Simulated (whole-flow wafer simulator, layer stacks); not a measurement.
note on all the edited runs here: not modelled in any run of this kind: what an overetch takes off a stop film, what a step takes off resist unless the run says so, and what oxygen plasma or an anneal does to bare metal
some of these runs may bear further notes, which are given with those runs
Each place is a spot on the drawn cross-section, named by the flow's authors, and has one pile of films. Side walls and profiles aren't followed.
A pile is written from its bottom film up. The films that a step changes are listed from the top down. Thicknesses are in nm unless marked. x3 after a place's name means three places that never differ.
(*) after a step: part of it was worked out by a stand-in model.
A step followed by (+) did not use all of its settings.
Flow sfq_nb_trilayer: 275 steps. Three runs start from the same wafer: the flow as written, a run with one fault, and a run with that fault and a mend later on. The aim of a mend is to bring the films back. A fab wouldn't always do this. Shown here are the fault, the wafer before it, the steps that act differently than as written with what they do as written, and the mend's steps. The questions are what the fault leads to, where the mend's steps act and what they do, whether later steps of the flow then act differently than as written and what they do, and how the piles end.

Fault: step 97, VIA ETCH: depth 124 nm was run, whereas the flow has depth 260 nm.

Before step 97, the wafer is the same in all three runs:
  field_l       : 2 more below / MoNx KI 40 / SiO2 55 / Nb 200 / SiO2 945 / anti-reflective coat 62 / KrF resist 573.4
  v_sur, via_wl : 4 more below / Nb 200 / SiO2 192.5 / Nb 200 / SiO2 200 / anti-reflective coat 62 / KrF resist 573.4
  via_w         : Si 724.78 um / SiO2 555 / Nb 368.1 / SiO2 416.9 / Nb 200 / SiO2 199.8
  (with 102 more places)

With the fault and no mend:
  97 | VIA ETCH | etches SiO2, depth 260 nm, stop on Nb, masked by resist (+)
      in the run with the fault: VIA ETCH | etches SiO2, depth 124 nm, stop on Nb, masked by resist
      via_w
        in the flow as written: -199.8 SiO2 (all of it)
        in the run with the fault: -124 SiO2
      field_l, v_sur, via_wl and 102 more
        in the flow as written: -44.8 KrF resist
        in the run with the fault: -21.4 KrF resist
  Later steps of the flow acting differently than as written (3 more steps, not shown, differ only slightly: by at most 2% or 0.5 nm, whichever is larger):
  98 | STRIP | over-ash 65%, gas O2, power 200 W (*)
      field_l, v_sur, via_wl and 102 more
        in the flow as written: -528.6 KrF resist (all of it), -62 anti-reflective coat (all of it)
        in the run with the fault: -552.1 KrF resist (all of it), -62 anti-reflective coat (all of it)
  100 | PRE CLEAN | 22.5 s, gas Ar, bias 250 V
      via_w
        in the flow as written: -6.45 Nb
        in the run with the fault: -7.5 SiO2
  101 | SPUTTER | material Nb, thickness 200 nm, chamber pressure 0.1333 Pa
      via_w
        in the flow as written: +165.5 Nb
        in the run with the fault: +182.1 Nb (new film)
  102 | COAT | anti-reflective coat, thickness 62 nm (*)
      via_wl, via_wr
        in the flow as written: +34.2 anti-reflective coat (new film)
        in the run with the fault: +36.9 anti-reflective coat (new film)
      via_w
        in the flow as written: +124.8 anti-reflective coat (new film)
        in the run with the fault: +107.7 anti-reflective coat (new film)
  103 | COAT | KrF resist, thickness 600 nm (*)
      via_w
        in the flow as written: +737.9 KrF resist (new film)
        in the run with the fault: +675.9 KrF resist (new film)
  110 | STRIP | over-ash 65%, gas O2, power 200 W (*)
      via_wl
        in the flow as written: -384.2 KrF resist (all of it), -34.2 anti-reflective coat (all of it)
        in the run with the fault: -390.9 KrF resist (all of it), -36.9 anti-reflective coat (all of it)
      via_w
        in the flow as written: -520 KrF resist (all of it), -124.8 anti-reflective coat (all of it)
        in the run with the fault: -458.1 KrF resist (all of it), -107.7 anti-reflective coat (all of it)
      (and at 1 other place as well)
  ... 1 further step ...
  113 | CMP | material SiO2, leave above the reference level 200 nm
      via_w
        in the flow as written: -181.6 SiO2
        in the run with the fault: -157.9 SiO2
  The piles end different from the flow's at via_w by more than 2% or 0.5 nm, whichever is larger.
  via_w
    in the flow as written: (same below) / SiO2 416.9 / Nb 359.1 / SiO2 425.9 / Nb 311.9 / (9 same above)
    in the run with the fault: (same below) / SiO2 416.9 / Nb 200 / SiO2 68.3 / Nb 182.1 / SiO2 334.6 / Nb 311.9 / (9 same above)

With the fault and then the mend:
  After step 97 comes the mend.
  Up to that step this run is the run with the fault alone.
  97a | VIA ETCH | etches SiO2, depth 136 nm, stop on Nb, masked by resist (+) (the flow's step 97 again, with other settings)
      field_l, v_sur, via_wl and 102 more
        -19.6 KrF resist
      via_w
        -75.8 SiO2 (all of it)
  Later steps of the flow that are run all act as written at every place that is followed, up to a difference of at most 2% or 0.5 nm, whichever is larger.
  By the end, the piles equal the flow's at every place that both follow.
